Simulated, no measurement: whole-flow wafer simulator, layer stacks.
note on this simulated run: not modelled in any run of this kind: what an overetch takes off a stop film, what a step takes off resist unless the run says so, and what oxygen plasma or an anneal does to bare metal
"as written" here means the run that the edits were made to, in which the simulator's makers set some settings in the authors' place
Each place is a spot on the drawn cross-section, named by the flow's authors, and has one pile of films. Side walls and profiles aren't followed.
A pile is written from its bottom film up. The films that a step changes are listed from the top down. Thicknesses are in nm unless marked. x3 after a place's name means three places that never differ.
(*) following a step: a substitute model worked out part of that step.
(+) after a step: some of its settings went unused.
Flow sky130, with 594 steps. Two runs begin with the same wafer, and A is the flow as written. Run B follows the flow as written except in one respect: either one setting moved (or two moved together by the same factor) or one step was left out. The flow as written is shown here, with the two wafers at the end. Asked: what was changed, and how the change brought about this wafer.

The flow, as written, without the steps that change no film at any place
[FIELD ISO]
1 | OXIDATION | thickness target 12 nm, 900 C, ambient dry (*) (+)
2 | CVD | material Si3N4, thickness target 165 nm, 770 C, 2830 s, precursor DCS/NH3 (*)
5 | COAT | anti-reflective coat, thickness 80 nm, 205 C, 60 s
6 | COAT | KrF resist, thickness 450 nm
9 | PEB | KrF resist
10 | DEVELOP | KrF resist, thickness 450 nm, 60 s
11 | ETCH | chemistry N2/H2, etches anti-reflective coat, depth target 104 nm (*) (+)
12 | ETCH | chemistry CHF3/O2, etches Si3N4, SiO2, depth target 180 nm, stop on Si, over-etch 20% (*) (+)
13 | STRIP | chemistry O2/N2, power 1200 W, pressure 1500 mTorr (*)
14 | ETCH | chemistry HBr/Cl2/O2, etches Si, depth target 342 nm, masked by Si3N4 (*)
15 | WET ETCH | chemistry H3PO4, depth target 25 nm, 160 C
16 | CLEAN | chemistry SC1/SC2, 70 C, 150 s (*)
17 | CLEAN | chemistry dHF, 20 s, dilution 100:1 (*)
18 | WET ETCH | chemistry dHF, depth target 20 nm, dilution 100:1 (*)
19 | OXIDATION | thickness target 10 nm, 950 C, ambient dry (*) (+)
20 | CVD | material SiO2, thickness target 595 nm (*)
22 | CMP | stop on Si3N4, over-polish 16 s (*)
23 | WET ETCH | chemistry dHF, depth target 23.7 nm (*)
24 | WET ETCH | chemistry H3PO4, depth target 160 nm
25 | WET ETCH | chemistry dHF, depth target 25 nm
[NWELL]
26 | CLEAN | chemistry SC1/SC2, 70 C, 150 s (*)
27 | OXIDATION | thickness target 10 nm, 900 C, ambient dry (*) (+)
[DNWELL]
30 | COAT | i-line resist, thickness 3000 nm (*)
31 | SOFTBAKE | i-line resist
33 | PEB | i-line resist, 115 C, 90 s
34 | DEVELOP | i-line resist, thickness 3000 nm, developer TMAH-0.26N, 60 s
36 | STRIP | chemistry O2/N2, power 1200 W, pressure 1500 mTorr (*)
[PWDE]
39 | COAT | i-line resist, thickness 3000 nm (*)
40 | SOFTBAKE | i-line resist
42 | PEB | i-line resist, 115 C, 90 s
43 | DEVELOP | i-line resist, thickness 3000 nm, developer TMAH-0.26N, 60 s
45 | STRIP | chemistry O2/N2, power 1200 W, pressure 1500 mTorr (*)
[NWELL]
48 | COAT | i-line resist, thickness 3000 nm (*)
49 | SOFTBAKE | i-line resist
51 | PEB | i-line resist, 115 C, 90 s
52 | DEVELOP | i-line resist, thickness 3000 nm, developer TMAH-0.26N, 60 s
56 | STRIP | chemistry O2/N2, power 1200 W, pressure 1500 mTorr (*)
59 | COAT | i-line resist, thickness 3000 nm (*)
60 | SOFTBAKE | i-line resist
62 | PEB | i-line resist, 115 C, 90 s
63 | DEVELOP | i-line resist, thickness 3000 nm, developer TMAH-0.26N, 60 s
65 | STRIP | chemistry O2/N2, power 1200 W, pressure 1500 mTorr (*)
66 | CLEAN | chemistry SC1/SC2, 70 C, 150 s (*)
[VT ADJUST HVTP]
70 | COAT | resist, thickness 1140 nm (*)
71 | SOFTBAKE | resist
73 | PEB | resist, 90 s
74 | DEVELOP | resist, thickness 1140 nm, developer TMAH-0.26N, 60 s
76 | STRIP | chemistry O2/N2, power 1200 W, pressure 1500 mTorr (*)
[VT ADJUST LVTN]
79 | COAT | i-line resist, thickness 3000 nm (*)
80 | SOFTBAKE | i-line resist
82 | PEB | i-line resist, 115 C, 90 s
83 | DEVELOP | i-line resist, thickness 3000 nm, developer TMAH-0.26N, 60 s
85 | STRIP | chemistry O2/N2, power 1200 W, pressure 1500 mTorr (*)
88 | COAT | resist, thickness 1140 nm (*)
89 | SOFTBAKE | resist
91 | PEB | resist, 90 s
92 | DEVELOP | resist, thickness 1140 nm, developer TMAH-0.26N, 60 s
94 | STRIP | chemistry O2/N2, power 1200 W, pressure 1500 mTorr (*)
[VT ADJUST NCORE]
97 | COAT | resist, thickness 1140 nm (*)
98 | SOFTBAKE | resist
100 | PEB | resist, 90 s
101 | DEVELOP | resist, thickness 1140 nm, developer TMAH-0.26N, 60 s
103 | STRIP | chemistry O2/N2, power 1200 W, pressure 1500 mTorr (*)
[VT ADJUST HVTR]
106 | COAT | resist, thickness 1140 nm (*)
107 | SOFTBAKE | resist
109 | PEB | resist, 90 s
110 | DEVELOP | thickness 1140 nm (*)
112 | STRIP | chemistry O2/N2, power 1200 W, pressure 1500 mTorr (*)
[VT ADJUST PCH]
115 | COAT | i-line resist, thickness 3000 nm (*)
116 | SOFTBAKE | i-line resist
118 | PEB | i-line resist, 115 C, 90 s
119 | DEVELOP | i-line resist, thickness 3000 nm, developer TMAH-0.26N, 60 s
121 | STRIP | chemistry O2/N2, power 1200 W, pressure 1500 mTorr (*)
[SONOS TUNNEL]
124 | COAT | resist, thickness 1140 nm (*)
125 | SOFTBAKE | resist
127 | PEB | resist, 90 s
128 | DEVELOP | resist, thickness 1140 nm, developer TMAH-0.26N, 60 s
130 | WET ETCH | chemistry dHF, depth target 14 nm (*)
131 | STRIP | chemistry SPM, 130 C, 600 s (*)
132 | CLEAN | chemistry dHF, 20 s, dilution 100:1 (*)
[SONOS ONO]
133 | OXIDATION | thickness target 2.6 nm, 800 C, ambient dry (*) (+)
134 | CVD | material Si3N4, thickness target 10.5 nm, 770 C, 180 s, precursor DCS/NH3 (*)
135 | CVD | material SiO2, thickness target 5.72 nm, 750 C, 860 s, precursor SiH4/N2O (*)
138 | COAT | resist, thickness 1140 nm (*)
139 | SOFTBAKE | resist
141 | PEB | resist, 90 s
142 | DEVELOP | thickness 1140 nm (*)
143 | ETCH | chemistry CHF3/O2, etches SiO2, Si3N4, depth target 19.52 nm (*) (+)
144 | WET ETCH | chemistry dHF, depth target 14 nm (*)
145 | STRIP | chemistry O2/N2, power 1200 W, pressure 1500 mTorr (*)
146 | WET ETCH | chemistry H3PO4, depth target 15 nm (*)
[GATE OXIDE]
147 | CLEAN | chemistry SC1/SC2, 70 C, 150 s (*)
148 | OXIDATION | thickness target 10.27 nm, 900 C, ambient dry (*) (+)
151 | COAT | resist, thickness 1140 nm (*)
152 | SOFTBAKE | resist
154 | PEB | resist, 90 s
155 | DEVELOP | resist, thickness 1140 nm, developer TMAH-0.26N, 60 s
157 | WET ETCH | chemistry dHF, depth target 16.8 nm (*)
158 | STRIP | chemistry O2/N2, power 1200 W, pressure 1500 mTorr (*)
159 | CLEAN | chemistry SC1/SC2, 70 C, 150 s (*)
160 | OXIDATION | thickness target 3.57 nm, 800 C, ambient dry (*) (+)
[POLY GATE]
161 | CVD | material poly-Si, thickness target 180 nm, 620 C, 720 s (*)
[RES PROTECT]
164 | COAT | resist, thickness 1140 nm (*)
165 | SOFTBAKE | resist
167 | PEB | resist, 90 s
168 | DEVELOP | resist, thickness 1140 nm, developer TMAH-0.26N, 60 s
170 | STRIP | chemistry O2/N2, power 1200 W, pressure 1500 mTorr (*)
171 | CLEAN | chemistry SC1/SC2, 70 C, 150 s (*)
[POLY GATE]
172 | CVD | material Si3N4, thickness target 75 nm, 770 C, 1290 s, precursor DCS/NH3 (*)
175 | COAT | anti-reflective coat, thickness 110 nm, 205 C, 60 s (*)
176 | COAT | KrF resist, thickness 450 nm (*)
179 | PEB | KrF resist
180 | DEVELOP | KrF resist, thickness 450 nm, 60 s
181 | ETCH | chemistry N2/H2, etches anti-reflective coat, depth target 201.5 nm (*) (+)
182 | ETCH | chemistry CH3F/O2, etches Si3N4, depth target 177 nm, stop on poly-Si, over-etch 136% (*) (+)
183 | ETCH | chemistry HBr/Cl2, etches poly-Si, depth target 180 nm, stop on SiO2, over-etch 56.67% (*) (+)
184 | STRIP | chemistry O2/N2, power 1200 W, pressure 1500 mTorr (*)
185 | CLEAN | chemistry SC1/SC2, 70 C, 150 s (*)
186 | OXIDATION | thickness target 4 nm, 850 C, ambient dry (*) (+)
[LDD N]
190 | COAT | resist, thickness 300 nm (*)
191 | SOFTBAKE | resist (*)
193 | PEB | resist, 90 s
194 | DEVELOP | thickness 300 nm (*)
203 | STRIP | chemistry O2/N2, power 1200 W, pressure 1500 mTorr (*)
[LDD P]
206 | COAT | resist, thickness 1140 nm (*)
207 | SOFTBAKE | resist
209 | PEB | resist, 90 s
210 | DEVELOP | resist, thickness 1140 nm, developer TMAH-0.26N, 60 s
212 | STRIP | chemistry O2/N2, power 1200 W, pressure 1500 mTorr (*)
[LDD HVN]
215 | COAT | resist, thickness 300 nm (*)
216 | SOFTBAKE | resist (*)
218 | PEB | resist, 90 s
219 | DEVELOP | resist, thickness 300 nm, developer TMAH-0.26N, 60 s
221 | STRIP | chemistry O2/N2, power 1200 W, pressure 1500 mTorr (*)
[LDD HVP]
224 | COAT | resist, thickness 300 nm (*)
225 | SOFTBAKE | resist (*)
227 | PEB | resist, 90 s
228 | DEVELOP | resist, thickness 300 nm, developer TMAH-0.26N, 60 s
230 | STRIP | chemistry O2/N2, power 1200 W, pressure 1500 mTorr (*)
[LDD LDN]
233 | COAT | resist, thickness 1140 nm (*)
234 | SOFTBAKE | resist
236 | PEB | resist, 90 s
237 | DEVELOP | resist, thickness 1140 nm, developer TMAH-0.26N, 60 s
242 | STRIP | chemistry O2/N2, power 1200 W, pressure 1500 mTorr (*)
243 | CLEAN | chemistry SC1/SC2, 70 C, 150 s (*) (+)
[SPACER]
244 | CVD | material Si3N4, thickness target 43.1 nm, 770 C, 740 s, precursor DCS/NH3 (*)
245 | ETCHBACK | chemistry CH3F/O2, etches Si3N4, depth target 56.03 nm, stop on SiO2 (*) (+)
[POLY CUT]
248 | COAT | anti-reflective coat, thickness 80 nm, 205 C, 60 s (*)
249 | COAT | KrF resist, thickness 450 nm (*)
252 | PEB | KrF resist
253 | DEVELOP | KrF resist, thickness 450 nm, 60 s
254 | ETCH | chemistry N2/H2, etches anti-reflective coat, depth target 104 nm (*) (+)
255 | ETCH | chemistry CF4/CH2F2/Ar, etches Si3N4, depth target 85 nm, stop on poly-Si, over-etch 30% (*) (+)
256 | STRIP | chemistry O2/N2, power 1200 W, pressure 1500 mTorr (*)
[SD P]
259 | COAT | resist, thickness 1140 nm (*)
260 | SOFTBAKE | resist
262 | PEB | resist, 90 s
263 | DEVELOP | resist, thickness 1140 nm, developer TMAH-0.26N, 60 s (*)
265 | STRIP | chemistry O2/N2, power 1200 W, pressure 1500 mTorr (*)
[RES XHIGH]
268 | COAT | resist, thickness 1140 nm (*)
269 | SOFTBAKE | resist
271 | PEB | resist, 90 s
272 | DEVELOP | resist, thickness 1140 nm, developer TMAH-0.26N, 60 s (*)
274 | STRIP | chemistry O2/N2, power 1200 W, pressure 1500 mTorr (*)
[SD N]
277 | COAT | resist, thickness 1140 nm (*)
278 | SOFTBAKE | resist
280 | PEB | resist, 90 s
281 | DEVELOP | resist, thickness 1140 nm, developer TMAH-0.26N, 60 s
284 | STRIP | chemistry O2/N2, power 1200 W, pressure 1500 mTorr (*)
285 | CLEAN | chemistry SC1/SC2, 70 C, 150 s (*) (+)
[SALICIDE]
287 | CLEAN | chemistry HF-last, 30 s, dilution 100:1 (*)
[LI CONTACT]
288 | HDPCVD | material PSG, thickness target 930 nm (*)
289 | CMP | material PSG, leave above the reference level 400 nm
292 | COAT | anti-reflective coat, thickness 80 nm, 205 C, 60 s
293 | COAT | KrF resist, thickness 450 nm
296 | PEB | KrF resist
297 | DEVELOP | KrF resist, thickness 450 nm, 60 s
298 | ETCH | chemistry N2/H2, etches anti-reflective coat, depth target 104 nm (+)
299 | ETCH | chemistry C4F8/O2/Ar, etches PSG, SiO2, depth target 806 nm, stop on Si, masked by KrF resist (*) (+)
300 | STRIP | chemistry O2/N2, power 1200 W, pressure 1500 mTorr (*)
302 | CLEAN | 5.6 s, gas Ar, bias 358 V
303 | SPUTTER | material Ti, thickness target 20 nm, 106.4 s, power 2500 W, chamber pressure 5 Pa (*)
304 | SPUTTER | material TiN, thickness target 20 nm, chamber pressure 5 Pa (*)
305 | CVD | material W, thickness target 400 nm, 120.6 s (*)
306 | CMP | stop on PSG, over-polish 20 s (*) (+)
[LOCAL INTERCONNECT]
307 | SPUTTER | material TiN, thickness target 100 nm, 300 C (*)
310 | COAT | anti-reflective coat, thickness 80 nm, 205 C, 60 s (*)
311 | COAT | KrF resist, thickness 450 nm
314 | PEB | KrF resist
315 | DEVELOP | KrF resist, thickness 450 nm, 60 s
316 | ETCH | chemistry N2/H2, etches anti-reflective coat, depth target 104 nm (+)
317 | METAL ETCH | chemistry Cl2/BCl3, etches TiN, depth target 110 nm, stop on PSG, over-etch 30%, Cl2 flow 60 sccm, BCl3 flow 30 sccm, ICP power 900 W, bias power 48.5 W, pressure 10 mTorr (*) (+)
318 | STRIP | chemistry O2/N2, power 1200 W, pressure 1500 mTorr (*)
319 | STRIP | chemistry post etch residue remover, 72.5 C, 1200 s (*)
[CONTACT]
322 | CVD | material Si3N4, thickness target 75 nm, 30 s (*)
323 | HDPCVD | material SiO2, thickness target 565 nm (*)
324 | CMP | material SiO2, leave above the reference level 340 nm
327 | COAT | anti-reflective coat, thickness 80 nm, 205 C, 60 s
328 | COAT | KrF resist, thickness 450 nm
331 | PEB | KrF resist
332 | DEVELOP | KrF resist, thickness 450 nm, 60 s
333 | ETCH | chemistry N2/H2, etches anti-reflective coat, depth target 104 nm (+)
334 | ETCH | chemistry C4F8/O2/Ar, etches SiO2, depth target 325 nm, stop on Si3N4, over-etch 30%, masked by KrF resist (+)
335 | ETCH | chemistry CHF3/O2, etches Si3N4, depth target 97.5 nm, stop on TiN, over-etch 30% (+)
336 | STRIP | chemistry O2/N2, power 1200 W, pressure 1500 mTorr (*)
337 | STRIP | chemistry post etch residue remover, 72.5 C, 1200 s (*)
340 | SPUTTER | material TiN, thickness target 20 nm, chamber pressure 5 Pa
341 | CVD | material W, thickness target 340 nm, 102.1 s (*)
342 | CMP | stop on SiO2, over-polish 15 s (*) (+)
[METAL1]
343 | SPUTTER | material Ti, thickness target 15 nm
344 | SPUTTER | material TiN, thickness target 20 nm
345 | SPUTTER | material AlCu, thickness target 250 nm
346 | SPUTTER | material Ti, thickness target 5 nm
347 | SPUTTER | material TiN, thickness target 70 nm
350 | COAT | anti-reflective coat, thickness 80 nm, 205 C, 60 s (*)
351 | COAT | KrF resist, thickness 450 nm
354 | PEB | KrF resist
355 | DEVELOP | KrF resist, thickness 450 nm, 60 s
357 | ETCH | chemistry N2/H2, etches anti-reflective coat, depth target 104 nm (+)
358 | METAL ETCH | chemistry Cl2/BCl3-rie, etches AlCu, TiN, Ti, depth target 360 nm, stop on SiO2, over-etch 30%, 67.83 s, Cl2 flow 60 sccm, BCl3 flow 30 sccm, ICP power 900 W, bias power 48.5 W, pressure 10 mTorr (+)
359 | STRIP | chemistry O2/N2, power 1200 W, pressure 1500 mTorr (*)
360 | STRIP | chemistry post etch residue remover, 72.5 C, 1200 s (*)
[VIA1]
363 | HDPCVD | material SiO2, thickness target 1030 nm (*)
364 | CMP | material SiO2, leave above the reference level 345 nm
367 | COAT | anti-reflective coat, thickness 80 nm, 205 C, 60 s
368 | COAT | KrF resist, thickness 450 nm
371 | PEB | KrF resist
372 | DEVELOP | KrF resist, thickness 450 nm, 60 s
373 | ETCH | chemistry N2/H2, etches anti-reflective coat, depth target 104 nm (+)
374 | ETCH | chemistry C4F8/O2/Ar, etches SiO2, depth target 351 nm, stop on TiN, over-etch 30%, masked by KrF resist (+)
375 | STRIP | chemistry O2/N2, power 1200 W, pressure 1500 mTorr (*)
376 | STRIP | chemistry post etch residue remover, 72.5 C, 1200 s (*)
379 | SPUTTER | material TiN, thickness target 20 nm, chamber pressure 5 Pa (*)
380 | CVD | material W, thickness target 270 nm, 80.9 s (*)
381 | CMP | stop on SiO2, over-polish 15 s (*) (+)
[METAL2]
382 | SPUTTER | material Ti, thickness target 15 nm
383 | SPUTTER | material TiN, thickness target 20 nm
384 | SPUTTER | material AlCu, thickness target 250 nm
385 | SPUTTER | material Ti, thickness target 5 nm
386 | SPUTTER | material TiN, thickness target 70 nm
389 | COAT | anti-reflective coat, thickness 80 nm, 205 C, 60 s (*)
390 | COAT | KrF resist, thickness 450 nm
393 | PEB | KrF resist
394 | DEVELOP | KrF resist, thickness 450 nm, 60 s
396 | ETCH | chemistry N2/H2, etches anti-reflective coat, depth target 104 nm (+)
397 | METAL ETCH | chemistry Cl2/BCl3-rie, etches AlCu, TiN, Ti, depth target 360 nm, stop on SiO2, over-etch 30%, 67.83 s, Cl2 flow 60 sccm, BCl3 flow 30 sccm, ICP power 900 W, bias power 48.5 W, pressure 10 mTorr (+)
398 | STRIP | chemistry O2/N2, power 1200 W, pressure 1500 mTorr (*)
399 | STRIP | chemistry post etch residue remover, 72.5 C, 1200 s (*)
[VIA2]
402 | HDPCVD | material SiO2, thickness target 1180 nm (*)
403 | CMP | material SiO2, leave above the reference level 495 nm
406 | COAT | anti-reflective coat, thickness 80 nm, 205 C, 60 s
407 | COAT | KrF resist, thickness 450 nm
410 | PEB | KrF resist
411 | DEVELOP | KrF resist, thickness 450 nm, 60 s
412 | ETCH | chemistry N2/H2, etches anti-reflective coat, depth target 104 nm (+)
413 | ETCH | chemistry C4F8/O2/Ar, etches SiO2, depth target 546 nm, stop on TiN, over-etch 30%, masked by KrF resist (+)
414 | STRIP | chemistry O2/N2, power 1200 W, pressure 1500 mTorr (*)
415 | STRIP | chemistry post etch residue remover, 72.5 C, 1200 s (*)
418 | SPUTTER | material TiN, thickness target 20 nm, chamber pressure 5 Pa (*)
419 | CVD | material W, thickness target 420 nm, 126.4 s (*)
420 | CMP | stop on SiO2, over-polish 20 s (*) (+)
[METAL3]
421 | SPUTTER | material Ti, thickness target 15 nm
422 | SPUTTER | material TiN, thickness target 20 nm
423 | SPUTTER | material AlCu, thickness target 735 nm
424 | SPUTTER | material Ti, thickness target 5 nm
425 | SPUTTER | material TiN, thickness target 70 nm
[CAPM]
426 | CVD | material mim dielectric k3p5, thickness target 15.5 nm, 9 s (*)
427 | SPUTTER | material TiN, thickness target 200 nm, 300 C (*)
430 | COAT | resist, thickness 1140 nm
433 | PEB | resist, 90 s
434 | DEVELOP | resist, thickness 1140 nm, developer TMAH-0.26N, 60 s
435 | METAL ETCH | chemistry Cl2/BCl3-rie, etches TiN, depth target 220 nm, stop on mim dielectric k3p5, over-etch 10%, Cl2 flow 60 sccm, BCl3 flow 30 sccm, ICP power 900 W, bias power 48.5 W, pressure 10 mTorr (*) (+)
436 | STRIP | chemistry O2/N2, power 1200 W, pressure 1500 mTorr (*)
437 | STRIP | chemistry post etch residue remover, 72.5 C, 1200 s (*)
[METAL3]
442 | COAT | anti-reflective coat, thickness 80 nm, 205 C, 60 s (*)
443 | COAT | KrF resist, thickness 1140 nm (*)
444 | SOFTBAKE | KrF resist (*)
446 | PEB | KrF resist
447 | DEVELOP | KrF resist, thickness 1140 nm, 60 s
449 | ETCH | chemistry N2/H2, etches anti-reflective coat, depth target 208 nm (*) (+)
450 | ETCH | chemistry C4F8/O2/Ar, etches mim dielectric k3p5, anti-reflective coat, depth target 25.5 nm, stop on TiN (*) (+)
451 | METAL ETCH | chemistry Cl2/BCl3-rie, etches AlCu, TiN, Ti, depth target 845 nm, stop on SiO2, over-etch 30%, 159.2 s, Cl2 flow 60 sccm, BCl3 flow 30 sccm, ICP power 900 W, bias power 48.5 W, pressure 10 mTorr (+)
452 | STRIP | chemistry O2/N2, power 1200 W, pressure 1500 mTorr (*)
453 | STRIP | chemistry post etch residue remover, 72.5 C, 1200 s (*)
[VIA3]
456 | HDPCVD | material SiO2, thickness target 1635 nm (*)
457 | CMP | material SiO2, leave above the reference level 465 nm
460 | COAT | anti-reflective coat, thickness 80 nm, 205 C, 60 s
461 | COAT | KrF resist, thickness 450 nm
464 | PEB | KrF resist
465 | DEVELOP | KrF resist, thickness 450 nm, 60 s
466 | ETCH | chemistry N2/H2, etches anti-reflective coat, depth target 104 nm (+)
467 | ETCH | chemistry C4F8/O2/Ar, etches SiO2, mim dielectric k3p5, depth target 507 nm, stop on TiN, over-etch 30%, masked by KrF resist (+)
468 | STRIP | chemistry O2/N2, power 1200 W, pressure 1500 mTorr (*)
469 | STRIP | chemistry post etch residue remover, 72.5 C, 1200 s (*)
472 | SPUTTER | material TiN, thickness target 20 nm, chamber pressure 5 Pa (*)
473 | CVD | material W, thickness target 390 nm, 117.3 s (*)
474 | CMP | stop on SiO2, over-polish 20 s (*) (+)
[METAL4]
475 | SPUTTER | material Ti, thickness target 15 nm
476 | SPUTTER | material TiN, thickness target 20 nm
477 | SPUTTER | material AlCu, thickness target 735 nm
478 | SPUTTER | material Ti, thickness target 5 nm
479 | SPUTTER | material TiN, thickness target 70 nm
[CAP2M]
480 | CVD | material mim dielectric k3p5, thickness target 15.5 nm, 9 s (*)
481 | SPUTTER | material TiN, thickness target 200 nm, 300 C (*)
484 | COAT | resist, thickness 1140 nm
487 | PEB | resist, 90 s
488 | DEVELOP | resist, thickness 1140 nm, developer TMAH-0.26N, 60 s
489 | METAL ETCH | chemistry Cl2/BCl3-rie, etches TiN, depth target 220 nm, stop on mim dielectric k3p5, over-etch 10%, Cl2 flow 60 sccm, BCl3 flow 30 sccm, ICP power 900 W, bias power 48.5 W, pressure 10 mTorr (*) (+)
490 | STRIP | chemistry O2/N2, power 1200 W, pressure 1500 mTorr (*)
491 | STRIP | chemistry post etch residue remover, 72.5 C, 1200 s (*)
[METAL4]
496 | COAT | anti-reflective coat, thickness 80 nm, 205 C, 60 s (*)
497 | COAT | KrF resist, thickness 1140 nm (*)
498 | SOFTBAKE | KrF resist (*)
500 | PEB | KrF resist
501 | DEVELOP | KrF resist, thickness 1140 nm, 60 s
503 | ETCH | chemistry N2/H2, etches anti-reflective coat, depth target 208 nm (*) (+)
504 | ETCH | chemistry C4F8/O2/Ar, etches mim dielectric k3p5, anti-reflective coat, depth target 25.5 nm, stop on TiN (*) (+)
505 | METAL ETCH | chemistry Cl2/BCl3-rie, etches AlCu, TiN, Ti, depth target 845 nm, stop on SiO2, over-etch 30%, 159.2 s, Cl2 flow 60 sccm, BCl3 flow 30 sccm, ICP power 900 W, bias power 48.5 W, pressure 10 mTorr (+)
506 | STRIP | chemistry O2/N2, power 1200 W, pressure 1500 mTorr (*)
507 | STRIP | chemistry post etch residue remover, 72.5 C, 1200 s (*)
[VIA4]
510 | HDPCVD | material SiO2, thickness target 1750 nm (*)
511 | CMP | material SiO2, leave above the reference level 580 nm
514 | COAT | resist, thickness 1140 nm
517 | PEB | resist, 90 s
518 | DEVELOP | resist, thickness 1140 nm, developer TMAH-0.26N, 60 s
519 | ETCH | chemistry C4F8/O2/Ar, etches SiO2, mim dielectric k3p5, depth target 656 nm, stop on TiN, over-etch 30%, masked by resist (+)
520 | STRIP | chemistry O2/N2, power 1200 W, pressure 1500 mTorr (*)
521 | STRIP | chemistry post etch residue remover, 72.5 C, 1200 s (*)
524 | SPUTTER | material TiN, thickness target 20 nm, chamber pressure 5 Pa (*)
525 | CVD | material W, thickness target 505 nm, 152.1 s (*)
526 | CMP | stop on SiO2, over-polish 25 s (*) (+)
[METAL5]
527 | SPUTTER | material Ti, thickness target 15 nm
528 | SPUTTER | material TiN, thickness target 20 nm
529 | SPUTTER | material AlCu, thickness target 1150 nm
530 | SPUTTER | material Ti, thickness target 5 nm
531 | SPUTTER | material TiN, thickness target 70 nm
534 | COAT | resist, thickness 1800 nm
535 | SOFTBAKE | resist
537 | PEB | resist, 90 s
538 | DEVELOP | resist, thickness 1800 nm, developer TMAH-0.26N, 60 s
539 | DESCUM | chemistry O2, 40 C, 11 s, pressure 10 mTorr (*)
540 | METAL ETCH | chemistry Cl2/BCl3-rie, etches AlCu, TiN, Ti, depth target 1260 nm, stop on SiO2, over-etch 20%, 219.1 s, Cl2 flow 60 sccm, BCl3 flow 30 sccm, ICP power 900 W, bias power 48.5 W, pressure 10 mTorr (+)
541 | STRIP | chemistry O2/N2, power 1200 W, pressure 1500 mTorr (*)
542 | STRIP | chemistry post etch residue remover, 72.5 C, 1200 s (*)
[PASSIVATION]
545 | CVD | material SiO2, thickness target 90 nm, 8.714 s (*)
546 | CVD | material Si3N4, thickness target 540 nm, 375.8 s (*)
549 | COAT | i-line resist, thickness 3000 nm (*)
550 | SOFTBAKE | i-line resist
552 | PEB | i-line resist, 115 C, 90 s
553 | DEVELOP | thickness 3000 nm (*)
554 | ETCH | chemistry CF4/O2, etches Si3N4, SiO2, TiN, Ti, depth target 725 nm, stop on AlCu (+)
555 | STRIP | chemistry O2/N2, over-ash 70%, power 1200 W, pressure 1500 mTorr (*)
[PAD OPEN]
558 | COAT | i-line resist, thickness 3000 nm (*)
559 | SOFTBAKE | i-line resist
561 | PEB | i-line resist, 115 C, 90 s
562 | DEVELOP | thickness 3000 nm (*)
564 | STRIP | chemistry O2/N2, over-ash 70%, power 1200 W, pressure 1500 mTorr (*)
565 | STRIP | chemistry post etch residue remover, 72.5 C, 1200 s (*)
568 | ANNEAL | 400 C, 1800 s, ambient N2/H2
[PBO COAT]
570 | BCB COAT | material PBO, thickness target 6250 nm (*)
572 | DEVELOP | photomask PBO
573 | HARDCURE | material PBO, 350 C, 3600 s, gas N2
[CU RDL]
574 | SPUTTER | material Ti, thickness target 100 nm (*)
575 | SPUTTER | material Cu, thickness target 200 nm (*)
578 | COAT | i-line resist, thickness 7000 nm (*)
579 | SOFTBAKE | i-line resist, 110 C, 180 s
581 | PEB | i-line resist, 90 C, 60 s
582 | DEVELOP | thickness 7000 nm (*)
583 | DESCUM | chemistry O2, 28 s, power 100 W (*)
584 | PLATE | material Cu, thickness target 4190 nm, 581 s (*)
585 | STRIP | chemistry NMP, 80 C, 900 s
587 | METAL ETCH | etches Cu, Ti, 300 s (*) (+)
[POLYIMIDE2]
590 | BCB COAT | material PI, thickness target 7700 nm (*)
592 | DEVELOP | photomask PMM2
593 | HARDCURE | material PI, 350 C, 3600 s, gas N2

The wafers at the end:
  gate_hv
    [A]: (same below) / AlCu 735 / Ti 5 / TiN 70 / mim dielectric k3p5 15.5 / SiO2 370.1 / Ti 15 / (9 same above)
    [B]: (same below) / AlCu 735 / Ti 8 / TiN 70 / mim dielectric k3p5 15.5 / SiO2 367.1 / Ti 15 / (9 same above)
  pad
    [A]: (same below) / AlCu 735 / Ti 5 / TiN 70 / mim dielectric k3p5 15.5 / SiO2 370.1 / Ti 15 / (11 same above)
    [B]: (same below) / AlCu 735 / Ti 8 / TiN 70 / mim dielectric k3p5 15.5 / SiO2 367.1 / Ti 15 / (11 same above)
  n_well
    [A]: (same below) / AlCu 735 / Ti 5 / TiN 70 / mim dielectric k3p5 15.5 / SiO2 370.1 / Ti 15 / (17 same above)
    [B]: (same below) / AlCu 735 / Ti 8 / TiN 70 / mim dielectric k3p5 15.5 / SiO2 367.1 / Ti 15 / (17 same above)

The reason: step 424, SPUTTER: thickness target 8 nm was run, whereas the flow has thickness target 5 nm.
One can read it off the wafer: gate_hv has Ti 8, and step 424 as written asks for 5 nm.

Step by step, how the change led to this:
  424 | SPUTTER | material Ti, thickness target 5 nm
      field, active, n_well and 188 more: A +5 Ti (new film) | B +8 Ti (new film)
  451 | METAL ETCH | chemistry Cl2/BCl3-rie, etches AlCu, TiN, Ti, depth target 845 nm, stop on SiO2, over-etch 30%, 159.2 s, Cl2 flow 60 sccm, BCl3 flow 30 sccm, ICP power 900 W, bias power 48.5 W, pressure 10 mTorr (+)
      field, active, gate and 62 more: A -70 TiN (all of it), -5 Ti (all of it), -735 AlCu (all of it), -20 TiN (all of it), -15 Ti (all of it), -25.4 SiO2 | B -70 TiN (all of it), -8 Ti (all of it), -735 AlCu (all of it), -20 TiN (all of it), -15 Ti (all of it), -25 SiO2
      vpp_ln, vpp_iso2, ndiff_ln, ndiff_cd, via1_hole, via1_enc, m2_ln_cd: A -70 TiN (all of it), -5 Ti (all of it), -735 AlCu (all of it), -20 TiN (all of it), -15 Ti (all of it), -25.3 SiO2 | B -70 TiN (all of it), -8 Ti (all of it), -735 AlCu (all of it), -20 TiN (all of it), -15 Ti (all of it), -25.1 SiO2
      (also at 13 further places)
